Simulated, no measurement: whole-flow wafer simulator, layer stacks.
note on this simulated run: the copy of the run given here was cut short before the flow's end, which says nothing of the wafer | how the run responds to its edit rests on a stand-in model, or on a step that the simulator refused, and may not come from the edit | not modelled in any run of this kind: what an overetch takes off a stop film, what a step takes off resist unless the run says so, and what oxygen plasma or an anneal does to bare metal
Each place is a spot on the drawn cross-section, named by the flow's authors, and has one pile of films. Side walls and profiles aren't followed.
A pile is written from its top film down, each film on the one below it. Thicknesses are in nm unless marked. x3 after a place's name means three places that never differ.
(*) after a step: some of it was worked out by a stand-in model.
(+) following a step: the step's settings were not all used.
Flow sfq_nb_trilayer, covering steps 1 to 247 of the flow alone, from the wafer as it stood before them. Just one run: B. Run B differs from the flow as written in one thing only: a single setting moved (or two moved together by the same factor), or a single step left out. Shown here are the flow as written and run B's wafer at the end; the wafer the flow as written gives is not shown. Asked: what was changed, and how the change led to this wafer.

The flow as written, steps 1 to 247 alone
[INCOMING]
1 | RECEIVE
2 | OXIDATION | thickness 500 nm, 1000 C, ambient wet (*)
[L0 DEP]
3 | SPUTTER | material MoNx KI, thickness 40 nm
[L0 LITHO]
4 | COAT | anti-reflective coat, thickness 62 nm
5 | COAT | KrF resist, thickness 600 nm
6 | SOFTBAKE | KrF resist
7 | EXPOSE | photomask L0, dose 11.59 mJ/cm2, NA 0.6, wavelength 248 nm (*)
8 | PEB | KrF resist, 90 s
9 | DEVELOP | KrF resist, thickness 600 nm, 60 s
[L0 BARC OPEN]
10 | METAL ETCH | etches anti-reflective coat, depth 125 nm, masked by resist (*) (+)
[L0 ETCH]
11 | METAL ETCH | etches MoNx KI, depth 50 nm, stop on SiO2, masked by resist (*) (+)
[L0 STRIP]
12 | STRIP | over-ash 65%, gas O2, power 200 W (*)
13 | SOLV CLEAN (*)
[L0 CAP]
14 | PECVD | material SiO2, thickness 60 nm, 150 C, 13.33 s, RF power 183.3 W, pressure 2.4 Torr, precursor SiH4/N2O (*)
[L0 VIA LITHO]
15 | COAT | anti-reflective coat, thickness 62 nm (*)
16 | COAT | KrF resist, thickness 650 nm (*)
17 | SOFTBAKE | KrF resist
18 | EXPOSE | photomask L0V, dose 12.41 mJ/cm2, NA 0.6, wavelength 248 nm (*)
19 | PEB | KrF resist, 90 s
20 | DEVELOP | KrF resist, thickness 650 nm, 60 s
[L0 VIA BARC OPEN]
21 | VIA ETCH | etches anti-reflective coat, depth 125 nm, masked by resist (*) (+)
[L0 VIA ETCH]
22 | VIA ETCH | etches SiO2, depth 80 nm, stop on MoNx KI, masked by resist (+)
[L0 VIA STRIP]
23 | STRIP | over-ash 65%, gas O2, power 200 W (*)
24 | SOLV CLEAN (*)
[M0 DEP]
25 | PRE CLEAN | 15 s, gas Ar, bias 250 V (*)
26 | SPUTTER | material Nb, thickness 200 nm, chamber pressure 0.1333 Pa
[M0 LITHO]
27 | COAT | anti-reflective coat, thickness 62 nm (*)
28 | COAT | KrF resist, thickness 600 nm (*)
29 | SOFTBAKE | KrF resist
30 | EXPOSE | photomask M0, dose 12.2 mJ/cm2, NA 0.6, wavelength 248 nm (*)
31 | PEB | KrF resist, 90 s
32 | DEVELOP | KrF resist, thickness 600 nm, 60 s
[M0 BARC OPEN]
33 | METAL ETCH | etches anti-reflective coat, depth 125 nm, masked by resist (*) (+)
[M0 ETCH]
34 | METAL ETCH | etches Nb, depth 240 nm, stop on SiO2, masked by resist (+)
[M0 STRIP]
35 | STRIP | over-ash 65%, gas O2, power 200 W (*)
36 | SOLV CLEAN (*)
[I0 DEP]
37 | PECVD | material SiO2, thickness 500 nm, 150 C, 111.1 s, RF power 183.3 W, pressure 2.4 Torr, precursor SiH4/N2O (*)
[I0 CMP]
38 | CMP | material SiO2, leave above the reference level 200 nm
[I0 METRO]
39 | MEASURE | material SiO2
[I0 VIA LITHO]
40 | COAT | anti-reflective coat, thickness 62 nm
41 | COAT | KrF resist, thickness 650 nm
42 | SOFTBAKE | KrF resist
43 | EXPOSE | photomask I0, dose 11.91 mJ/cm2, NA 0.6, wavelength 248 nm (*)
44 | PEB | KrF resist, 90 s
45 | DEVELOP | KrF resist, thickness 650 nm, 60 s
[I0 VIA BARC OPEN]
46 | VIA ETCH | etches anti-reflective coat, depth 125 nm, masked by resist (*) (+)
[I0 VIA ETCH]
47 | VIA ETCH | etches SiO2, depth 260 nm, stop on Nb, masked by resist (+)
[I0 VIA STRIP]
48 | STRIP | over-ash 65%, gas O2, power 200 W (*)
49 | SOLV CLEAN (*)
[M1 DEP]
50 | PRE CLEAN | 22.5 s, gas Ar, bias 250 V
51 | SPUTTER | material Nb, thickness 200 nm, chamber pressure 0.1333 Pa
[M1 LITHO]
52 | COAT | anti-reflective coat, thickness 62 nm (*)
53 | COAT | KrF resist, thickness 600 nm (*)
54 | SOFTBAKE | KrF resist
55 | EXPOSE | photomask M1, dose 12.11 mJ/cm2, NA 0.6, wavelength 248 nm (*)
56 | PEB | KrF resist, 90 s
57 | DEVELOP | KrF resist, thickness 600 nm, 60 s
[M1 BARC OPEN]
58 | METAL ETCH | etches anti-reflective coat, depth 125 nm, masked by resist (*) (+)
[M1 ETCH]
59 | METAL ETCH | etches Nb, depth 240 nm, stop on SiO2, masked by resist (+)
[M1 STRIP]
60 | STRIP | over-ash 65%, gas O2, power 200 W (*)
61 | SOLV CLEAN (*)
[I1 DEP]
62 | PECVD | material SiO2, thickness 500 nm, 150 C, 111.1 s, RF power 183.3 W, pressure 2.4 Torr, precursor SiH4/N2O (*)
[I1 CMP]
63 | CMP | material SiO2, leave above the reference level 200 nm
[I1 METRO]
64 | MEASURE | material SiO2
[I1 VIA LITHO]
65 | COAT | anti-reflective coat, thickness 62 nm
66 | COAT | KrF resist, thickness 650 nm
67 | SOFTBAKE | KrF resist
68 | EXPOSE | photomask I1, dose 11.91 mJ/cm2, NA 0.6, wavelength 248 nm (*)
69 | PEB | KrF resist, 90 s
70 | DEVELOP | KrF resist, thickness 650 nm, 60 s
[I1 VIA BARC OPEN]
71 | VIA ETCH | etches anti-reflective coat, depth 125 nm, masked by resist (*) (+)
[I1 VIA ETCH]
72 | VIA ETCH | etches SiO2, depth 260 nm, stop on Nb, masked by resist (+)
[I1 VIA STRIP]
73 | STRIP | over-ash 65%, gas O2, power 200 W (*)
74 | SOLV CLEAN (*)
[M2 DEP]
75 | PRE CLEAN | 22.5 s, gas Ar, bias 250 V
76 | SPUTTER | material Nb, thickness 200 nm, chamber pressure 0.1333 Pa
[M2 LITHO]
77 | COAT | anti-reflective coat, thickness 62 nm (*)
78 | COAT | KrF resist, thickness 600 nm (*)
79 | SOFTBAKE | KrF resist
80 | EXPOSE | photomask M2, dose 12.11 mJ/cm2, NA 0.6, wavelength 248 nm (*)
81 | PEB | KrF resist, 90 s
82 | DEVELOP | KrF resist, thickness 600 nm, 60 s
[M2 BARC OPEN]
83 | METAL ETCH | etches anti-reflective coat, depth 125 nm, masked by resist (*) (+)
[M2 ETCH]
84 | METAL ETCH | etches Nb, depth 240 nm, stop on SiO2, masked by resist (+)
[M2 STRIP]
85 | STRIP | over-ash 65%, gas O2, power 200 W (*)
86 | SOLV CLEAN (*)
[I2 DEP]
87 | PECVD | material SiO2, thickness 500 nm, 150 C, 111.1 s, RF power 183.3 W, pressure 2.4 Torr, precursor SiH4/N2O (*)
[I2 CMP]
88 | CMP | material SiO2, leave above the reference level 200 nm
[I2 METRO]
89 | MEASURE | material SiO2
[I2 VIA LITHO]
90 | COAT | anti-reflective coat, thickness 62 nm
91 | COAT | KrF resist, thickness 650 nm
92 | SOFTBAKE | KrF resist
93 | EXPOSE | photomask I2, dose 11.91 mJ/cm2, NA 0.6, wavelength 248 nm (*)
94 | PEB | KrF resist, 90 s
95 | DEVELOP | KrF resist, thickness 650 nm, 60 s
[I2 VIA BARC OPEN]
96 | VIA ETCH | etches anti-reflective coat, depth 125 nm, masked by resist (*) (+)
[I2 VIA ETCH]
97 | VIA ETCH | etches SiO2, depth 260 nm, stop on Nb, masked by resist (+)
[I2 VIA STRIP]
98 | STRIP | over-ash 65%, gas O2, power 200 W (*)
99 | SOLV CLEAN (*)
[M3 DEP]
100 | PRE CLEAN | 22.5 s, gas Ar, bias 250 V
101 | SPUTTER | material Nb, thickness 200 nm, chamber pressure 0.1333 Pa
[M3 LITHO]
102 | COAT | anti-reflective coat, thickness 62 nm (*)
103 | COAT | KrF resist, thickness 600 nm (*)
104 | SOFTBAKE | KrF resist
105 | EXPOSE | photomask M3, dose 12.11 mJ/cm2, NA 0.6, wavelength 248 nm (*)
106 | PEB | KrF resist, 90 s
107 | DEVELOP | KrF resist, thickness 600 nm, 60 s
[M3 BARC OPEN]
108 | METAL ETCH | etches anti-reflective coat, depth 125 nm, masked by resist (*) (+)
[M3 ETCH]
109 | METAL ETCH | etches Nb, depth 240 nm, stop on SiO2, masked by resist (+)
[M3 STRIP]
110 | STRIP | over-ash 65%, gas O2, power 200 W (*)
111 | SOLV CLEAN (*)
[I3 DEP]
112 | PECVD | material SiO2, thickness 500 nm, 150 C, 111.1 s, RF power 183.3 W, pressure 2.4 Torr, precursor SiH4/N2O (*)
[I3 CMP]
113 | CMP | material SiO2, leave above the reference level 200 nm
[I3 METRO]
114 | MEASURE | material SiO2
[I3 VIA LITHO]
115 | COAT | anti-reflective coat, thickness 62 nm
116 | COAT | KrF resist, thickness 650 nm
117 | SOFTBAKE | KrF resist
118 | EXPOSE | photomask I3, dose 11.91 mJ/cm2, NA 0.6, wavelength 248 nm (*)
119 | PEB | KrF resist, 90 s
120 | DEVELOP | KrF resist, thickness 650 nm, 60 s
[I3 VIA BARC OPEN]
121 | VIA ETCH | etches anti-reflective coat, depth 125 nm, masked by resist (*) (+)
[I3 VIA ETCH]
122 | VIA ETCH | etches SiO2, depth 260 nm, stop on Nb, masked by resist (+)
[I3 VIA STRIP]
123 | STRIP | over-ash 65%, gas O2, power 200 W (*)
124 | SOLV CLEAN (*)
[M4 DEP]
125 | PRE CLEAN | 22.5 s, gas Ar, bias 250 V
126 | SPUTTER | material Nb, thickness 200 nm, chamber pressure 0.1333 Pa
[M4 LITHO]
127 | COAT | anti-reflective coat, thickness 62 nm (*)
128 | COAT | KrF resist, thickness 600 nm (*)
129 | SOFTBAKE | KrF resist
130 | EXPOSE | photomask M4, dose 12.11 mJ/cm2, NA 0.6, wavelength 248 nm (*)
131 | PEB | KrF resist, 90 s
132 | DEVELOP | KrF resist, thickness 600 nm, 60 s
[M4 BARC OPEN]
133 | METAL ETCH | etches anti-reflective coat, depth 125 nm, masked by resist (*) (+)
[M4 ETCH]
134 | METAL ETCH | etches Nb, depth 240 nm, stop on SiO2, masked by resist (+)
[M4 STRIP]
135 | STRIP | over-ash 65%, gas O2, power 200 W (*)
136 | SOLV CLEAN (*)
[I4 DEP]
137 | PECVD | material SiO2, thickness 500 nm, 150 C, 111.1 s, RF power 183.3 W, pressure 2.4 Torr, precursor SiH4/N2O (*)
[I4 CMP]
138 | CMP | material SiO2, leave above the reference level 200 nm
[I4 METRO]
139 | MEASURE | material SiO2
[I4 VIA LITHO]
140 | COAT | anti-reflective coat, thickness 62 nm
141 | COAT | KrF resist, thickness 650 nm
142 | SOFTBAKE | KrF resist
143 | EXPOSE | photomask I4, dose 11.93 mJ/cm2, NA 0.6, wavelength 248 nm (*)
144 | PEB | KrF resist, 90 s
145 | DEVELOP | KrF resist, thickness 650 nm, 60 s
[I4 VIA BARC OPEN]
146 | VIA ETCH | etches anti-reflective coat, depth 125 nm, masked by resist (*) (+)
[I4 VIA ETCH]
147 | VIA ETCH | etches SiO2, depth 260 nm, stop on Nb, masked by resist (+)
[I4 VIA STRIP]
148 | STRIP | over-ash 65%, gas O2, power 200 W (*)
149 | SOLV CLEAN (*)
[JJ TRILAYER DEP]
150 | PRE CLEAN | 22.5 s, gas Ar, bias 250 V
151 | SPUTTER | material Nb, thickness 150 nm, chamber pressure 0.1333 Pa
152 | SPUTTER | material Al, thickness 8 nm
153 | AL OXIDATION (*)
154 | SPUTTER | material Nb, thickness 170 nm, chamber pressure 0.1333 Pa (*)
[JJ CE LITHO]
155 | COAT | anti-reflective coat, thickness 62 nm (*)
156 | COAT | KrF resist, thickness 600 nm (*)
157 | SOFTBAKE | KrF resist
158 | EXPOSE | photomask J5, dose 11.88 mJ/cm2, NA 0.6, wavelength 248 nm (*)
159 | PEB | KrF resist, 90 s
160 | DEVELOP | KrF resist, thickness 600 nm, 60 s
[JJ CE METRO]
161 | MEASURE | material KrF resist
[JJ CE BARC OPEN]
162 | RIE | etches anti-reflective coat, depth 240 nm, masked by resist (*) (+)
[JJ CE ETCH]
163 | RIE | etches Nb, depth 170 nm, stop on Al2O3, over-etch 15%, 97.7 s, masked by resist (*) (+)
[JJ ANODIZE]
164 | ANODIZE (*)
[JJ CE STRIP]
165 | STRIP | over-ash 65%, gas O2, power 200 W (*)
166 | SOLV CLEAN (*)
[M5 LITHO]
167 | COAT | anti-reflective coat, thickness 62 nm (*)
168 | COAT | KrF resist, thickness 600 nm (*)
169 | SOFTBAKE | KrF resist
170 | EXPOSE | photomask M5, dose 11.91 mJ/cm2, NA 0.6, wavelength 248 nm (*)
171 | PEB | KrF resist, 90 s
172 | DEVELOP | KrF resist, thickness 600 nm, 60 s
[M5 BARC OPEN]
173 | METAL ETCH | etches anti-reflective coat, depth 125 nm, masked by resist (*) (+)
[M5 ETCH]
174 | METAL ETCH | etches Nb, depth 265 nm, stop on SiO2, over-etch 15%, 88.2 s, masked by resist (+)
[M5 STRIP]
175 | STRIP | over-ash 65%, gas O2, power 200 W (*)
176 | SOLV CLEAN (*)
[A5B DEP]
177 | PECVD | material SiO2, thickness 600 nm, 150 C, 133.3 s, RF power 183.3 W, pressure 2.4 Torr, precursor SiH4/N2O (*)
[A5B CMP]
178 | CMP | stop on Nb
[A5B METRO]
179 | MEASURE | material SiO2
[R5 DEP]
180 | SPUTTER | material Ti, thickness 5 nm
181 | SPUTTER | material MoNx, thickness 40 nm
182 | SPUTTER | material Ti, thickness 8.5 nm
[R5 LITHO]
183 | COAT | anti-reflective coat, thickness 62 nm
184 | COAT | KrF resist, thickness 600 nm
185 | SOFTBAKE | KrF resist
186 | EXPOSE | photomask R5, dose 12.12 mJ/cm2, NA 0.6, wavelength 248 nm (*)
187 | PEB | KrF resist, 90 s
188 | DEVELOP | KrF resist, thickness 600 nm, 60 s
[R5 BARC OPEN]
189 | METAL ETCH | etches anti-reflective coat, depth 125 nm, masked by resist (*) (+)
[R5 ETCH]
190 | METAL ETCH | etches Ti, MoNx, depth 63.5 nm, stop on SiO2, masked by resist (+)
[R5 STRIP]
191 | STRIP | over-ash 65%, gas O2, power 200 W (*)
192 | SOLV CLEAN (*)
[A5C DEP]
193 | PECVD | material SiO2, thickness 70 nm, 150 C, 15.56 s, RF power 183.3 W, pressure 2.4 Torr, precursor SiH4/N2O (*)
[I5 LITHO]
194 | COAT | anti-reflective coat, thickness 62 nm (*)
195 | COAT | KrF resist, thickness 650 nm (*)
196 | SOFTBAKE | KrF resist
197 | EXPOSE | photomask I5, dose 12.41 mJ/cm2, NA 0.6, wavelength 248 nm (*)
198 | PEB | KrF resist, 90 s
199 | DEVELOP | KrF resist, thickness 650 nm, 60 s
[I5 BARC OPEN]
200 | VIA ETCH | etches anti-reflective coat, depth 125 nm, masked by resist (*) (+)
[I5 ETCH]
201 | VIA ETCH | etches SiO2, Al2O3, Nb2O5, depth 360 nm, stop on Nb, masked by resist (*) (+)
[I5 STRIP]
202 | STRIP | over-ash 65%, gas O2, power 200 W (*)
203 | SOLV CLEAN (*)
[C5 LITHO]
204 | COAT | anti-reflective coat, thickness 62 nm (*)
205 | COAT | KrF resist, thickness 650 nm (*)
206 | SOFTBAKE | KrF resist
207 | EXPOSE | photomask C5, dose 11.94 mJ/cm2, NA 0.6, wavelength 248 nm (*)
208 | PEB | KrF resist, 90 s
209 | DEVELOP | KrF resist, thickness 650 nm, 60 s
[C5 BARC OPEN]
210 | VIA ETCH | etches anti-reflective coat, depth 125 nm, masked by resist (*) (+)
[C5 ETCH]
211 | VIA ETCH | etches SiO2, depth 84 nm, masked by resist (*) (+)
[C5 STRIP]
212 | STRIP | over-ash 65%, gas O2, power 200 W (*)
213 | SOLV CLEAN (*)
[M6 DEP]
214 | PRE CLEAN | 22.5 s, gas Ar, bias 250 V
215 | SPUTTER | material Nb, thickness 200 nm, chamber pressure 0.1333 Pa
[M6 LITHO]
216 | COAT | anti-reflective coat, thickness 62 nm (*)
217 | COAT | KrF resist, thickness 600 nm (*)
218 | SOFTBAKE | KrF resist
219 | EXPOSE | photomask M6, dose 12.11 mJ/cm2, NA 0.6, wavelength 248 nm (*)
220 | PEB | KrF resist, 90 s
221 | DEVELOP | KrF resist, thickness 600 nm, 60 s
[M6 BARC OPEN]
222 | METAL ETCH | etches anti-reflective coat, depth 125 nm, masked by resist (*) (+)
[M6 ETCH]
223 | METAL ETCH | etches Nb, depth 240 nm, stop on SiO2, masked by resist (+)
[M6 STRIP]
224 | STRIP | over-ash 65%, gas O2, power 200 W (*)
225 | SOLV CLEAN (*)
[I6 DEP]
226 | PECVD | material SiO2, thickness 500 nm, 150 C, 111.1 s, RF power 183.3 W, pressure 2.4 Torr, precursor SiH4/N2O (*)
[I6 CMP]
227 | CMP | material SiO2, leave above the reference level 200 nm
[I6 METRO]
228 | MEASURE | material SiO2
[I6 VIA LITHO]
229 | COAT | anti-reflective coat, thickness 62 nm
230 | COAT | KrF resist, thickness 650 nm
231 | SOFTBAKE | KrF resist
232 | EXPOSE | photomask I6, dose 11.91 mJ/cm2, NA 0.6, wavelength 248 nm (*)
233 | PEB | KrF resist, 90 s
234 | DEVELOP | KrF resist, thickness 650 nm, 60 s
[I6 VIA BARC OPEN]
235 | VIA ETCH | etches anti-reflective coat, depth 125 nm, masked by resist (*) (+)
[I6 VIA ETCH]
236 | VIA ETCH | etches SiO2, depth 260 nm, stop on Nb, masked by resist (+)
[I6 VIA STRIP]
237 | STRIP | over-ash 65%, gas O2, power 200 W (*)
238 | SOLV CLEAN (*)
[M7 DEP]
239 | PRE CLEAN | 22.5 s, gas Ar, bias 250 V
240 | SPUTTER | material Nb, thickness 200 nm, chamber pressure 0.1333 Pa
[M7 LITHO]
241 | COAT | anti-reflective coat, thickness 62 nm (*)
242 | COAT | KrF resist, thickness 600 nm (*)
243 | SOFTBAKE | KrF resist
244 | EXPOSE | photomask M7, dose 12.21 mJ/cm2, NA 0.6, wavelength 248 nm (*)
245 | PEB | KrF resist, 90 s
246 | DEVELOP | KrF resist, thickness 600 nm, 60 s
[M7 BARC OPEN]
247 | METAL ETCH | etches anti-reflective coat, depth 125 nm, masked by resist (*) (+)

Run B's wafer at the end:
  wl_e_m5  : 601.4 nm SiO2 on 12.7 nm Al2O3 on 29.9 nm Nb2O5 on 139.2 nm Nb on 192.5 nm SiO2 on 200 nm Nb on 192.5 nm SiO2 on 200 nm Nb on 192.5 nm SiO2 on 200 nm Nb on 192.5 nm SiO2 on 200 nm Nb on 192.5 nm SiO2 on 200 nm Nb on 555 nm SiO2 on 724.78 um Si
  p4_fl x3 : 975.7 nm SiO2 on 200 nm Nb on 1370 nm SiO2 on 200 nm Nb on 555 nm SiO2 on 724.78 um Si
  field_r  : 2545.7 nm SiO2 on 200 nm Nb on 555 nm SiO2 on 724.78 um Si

The reason: step 240, SPUTTER: material Nb, thickness 200 nm, chamber pressure 0.1333 Pa, was skipped.

Step by step, how the change led to this:
  241 | COAT | anti-reflective coat, thickness 62 nm (*)
      via_v: +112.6 anti-reflective coat (new film) (in the flow as written it would be: +126 anti-reflective coat (new film))
      wire: +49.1 anti-reflective coat (new film) (in the flow as written it would be: +50.3 anti-reflective coat (new film))
  242 | COAT | KrF resist, thickness 600 nm (*)
      via_v: +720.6 KrF resist (new film) (in the flow as written it would be: +742.5 KrF resist (new film))
Taking metal films that touch as one body, wl_e_m5 has 6 bodies (between them, from the top down: SiO2 192.5; SiO2 192.5; SiO2 192.5; SiO2 192.5; SiO2 192.5); the flow as written gives 7 bodies (between them, from the top down: SiO2 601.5 / Al2O3 12.7 / Nb2O5 29.9; SiO2 192.5; SiO2 192.5; SiO2 192.5; SiO2 192.5; SiO2 192.5).
Taking metal films that touch as one body, p4_fl x3 has 2 bodies (between them, from the top down: SiO2 1370); the flow as written gives 3 bodies (between them, from the top down: SiO2 975.9; SiO2 1370).
Taking metal films that touch as one body, field_r has 1 body; the flow as written gives 2 bodies (between them, from the top down: SiO2 2545.9).
